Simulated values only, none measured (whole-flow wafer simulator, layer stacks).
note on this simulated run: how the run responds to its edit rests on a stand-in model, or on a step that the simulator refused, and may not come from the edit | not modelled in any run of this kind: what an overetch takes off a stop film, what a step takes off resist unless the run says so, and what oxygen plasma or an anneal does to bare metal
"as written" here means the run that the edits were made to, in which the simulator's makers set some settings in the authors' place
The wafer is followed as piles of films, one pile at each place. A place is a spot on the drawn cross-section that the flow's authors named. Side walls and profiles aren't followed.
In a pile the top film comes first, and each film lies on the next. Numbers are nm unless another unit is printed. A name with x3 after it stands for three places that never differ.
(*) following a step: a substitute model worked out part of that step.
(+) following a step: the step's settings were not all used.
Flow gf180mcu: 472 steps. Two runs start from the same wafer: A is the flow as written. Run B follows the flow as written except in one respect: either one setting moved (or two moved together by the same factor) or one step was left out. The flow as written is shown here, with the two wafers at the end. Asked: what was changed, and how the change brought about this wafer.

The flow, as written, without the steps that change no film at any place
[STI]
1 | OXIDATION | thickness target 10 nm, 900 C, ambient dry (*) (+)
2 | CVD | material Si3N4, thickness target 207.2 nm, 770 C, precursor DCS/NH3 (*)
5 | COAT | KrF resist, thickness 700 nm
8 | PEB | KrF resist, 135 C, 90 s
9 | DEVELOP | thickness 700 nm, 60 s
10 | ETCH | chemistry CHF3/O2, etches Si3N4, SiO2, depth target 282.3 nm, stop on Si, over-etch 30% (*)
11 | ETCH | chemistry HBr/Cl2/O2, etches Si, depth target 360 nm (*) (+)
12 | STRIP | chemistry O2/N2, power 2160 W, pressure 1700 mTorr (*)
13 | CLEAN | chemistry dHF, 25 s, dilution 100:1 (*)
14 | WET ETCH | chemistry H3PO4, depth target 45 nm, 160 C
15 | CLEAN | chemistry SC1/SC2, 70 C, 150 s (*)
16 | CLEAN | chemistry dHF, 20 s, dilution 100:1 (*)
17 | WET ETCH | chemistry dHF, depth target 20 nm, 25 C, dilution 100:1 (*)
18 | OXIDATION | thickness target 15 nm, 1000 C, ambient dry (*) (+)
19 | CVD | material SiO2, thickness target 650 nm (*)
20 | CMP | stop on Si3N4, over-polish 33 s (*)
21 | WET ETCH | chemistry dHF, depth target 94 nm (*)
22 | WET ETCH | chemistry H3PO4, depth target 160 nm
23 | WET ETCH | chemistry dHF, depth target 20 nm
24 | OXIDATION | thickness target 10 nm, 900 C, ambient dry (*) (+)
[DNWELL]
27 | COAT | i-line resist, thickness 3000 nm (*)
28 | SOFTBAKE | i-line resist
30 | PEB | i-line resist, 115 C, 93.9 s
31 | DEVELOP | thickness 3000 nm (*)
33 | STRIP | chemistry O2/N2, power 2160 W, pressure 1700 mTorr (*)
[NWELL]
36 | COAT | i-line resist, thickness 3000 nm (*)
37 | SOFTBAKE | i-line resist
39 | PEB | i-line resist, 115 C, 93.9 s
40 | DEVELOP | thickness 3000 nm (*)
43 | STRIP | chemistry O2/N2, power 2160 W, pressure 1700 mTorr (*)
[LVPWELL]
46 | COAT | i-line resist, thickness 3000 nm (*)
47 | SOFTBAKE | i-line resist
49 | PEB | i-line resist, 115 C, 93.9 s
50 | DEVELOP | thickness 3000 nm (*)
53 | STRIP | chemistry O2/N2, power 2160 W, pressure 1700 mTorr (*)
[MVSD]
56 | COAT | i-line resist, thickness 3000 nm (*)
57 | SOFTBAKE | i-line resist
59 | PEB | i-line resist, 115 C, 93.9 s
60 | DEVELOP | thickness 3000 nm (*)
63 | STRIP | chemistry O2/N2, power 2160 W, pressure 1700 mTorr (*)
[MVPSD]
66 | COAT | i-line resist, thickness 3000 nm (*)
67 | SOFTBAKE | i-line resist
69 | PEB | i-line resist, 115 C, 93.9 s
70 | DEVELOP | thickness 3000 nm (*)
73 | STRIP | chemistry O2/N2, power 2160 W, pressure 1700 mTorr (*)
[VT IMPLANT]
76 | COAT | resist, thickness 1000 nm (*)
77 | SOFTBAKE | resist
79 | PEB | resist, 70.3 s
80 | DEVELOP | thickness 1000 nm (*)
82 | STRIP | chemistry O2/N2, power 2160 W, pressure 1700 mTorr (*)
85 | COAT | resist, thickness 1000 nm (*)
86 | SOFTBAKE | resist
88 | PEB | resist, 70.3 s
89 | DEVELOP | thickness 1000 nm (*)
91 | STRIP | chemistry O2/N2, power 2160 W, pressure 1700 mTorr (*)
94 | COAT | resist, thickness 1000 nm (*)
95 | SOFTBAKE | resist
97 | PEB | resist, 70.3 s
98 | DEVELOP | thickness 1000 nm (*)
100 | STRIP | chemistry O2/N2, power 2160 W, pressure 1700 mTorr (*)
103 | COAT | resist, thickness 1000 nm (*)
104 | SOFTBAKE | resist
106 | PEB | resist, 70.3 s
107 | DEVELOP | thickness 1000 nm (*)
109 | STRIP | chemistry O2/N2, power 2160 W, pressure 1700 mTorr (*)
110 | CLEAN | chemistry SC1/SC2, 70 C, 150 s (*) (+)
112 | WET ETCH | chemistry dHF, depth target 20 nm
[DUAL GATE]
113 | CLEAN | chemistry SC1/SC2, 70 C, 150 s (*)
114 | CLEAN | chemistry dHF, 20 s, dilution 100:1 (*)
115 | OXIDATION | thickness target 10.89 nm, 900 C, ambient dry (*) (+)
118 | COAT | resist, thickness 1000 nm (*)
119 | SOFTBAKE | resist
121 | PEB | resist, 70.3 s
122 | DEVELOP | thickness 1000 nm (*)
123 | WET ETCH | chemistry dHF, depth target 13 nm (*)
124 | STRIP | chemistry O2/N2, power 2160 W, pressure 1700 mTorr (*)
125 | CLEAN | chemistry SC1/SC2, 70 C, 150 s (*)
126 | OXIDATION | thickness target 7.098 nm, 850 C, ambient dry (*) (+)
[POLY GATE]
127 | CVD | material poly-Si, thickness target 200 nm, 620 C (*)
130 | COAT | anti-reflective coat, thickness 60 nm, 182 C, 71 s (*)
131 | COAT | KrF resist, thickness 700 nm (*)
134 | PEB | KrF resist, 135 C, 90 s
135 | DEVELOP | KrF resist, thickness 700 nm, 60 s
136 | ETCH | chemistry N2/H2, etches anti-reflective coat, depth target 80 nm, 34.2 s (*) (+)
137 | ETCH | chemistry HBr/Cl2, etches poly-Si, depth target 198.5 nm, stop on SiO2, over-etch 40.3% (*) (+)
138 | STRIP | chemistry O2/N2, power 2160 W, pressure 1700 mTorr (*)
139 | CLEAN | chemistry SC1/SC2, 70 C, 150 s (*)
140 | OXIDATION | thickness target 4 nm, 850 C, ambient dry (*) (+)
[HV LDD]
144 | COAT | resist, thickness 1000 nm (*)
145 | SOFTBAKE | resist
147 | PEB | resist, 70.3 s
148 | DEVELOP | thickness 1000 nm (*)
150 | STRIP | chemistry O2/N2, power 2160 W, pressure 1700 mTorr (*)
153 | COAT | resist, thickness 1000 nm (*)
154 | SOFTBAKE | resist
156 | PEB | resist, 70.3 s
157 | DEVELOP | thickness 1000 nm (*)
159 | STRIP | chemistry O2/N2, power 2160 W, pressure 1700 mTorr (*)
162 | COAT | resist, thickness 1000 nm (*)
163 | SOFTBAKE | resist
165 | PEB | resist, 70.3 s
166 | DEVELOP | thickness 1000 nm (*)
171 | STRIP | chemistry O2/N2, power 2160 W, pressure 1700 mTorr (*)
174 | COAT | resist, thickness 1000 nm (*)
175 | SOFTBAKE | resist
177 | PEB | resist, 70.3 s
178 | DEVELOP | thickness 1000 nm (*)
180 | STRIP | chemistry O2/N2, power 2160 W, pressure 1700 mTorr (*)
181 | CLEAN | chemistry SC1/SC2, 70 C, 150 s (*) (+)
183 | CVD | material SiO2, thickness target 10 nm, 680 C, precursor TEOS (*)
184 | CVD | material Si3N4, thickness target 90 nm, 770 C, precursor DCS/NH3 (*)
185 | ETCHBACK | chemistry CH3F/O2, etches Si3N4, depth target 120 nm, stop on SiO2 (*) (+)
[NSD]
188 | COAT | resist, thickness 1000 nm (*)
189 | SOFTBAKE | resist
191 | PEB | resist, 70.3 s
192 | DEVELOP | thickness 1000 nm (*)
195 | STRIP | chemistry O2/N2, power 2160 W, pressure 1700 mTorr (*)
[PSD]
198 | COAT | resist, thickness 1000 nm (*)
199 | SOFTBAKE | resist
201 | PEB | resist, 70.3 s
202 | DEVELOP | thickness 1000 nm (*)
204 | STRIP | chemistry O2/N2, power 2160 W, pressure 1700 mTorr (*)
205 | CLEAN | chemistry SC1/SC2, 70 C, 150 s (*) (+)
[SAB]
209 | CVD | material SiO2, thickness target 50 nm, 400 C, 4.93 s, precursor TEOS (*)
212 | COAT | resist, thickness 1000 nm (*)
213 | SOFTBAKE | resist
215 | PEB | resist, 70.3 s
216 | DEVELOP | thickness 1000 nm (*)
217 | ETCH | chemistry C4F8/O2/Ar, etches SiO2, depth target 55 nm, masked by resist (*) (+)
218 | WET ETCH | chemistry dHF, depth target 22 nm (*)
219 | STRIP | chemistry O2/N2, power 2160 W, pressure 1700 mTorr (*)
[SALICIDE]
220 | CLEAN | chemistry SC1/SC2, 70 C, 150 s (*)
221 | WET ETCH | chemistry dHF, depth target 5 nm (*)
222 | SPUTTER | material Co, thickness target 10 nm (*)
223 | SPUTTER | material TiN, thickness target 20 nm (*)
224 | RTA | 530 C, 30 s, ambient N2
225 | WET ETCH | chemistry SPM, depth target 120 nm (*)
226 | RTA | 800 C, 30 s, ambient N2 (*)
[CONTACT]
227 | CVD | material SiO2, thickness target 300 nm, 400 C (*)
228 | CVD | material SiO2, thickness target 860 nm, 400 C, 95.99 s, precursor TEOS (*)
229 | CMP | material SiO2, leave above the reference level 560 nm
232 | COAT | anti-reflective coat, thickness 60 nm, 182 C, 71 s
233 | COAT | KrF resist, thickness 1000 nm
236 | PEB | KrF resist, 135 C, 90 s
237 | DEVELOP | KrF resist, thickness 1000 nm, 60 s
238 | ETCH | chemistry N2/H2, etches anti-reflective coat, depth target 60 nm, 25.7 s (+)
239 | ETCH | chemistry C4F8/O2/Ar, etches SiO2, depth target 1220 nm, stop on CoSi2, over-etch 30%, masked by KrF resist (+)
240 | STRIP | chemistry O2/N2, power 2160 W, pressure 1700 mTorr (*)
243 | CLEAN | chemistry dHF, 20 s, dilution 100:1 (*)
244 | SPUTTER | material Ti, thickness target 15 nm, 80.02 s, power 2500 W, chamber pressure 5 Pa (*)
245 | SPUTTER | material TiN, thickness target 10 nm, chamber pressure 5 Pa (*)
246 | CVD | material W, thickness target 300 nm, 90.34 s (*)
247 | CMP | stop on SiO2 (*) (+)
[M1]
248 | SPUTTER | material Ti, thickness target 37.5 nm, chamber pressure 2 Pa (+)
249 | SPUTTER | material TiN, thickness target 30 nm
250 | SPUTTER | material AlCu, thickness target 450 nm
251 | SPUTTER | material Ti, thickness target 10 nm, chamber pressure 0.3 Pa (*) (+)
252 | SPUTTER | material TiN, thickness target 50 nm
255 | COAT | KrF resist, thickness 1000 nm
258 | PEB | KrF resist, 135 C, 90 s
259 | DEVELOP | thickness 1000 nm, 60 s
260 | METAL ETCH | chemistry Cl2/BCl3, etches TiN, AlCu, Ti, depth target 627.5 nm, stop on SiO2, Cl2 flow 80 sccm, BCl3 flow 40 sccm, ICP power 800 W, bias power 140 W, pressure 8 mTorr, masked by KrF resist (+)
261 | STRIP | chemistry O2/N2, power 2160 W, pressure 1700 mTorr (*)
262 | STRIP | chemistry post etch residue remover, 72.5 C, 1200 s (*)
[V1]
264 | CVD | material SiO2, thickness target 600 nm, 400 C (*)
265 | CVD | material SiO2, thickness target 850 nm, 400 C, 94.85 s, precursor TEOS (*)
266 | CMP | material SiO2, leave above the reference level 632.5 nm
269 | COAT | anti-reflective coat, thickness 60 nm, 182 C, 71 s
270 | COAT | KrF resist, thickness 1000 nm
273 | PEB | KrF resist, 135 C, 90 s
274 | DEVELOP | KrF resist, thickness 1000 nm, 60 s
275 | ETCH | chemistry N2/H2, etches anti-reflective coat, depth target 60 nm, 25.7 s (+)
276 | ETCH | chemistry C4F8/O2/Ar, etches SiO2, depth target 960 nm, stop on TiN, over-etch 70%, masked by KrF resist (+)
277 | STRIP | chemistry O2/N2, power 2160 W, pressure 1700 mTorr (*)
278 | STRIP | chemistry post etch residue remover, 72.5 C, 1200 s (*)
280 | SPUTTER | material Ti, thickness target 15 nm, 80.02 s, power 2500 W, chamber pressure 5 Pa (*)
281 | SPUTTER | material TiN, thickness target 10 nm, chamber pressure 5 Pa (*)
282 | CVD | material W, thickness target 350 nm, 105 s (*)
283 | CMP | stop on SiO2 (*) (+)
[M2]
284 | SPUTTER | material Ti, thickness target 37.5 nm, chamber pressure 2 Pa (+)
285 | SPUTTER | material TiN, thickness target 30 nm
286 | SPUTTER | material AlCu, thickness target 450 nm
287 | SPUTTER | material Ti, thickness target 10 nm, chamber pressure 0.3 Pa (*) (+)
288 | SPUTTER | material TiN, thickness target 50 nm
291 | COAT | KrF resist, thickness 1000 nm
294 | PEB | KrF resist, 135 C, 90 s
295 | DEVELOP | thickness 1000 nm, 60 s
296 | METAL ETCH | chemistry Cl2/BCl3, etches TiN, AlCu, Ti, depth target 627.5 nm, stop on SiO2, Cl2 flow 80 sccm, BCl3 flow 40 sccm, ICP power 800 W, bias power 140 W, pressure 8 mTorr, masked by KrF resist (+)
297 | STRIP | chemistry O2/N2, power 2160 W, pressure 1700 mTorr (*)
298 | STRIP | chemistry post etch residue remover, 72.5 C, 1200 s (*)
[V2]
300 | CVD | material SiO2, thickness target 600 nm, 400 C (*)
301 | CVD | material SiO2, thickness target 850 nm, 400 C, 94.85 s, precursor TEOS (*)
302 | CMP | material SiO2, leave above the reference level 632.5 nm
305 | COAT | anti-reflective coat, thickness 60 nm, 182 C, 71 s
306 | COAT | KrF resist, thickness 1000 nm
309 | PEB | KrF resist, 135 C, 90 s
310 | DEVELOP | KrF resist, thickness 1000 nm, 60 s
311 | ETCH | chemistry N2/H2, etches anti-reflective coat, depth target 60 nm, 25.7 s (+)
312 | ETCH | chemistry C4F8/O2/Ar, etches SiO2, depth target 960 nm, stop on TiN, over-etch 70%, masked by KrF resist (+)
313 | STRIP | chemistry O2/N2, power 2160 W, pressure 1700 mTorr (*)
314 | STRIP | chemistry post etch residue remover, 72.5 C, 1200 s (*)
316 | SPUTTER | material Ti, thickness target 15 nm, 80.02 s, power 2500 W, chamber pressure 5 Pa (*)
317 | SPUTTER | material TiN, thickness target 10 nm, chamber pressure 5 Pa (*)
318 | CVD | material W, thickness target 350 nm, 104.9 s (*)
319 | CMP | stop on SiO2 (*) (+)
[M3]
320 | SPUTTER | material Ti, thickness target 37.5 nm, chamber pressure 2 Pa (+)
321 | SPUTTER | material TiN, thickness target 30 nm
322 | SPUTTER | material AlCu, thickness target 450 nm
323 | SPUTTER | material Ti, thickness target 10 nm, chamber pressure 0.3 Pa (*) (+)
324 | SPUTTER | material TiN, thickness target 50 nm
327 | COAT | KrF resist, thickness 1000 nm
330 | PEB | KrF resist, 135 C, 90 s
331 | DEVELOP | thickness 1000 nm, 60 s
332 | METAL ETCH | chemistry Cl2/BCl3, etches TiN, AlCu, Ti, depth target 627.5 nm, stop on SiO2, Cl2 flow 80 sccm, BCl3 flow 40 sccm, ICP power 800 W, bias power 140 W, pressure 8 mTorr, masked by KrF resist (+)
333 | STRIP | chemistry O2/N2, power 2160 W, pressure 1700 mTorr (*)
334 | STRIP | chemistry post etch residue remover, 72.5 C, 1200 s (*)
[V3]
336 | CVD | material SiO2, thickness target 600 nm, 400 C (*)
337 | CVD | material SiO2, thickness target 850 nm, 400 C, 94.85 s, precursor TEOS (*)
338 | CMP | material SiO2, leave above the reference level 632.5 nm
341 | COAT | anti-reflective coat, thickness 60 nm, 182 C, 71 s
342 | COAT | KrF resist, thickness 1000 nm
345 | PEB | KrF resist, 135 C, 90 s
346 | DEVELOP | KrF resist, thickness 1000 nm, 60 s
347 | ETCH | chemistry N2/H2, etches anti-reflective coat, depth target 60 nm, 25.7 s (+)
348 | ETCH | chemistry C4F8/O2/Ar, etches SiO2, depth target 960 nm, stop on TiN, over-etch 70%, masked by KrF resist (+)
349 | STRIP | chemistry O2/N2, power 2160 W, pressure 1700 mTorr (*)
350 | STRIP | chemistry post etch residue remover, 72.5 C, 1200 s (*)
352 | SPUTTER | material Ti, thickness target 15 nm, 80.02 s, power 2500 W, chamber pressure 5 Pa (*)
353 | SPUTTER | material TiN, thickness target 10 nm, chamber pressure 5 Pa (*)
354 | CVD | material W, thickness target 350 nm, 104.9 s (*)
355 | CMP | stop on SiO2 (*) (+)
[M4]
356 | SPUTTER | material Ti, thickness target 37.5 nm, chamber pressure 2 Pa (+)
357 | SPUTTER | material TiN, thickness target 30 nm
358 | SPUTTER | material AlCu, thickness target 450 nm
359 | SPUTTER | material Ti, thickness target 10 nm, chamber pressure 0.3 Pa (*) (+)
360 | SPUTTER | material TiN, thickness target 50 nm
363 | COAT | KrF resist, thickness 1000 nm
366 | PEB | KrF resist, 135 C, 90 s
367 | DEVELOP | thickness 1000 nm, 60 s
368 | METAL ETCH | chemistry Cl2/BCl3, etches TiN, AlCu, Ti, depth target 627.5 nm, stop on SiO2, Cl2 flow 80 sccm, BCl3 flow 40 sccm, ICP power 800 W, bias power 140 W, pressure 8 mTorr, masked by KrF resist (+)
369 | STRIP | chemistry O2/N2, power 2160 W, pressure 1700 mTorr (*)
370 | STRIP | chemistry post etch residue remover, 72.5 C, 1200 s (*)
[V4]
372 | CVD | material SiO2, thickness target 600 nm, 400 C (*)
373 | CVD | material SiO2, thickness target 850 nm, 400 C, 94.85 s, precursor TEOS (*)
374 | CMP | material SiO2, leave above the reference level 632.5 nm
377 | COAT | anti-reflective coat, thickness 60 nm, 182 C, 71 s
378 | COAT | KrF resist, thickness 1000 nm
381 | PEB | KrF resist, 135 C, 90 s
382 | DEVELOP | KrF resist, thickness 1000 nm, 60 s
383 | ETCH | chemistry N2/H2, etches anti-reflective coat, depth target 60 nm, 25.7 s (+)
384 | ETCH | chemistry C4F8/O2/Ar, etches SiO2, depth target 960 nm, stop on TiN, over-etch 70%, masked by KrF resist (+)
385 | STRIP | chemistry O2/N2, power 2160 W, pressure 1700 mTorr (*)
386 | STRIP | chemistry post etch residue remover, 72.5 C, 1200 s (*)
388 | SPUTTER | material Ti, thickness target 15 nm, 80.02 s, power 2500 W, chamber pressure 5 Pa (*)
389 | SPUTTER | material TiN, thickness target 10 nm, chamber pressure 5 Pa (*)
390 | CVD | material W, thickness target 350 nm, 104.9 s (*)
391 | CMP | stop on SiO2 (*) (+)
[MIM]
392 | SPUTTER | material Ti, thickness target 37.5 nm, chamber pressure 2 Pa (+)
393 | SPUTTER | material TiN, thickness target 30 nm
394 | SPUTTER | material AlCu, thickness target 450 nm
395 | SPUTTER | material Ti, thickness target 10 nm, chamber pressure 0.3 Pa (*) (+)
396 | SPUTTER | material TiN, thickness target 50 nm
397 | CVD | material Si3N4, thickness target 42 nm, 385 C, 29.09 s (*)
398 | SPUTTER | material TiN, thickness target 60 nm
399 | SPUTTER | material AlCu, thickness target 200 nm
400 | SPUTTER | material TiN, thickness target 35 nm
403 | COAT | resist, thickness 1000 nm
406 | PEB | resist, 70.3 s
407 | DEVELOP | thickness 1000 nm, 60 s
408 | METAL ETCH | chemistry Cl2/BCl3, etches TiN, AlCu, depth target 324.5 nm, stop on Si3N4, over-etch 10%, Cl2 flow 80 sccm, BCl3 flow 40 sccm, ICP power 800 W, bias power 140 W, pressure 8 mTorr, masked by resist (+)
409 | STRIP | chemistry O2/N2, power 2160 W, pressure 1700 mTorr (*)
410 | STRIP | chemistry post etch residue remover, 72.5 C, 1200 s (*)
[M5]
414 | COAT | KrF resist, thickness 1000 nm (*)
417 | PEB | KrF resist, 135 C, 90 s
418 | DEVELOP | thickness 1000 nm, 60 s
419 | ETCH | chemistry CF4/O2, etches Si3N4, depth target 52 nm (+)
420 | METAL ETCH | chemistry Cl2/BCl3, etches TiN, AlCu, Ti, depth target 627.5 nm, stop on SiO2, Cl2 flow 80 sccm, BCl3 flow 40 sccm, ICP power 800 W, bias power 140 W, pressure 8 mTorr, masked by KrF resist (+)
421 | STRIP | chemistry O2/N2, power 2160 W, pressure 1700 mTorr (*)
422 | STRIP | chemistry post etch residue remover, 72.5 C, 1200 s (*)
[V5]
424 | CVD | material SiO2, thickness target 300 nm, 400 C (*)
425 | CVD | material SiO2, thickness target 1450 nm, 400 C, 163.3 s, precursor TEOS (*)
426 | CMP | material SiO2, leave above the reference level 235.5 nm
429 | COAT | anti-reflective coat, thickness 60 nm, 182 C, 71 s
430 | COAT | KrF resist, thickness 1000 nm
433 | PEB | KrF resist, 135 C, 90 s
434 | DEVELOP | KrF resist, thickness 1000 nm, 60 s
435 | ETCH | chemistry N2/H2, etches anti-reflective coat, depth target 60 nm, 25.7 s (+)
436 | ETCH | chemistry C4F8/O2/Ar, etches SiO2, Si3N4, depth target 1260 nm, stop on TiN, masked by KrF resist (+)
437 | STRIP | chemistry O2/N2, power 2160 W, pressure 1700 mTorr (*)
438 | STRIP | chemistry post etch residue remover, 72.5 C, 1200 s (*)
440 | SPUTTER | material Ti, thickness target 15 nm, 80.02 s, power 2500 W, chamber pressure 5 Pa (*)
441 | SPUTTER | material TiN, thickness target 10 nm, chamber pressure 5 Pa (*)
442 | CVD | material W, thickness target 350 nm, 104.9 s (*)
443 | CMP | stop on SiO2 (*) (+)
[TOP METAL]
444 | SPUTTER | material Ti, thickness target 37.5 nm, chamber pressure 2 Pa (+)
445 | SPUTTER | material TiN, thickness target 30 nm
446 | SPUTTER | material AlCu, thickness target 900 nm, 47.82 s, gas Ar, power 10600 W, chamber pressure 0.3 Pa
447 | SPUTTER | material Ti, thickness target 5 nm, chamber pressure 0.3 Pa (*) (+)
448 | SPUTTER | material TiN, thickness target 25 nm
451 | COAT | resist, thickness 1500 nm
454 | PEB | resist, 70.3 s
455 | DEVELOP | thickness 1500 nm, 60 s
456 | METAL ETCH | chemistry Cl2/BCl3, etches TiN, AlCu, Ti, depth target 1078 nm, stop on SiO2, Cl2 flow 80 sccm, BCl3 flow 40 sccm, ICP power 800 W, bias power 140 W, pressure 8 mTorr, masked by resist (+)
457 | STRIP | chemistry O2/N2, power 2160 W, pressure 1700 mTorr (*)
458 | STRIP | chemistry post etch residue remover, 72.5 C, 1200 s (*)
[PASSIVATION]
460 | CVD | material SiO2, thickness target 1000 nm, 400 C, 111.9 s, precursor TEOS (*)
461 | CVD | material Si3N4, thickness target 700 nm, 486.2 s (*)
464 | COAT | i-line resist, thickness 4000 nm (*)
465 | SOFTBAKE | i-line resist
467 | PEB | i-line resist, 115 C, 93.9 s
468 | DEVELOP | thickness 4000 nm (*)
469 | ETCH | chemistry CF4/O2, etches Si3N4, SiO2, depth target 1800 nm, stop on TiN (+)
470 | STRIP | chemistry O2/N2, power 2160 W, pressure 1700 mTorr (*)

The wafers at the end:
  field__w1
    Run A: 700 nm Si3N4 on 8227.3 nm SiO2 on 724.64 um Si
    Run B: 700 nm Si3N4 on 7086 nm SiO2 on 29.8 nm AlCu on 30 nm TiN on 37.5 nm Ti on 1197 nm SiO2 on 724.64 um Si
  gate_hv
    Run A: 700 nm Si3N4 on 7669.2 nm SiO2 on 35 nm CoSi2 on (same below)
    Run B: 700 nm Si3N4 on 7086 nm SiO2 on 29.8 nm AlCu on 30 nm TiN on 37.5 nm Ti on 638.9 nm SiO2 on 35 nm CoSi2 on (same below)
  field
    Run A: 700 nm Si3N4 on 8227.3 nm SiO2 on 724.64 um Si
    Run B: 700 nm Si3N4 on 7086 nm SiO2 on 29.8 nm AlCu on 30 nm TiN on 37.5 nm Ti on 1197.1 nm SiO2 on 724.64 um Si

Cause: step 250, SPUTTER: thickness target 603 nm was run, whereas the flow has thickness target 450 nm.

Step by step, how the change led to this:
  250 | SPUTTER | material AlCu, thickness target 450 nm
      field, field__w1, field__w2 and 108 more: A +450 AlCu (new film) | B +603 AlCu (new film)
  260 | METAL ETCH | chemistry Cl2/BCl3, etches TiN, AlCu, Ti, depth target 627.5 nm, stop on SiO2, Cl2 flow 80 sccm, BCl3 flow 40 sccm, ICP power 800 W, bias power 140 W, pressure 8 mTorr, masked by KrF resist (+)
      field, field__w1, field__w2 and 99 more: A -50 TiN (all of it), -10 Ti (all of it), -450 AlCu (all of it), -30 TiN (all of it), -37.5 Ti (all of it) | B -50 TiN (all of it), -10 Ti (all of it), -567.5 AlCu
  262 | STRIP | chemistry post etch residue remover, 72.5 C, 1200 s (*)
      field, field__w1, field__w2 and 99 more: A nothing | B -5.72 AlCu
  264 | CVD | material SiO2, thickness target 600 nm, 400 C (*)
      field, field__w1, field__w2 and 99 more: A +600 SiO2 | B +600 SiO2 (new film)
  266 | CMP | material SiO2, leave above the reference level 632.5 nm
      field, field__w1, field__w2 and 99 more: A -300 SiO2 | B -244.3 SiO2
If metal films that touch count as one body, field__w1 has 1 body; the flow as written gives 0 bodies.
If metal films that touch count as one body, gate_hv has 2 bodies (between them, from the top down: SiO2 638.9); the flow as written gives 1 body.
If metal films that touch count as one body, field has 1 body; the flow as written gives 0 bodies.
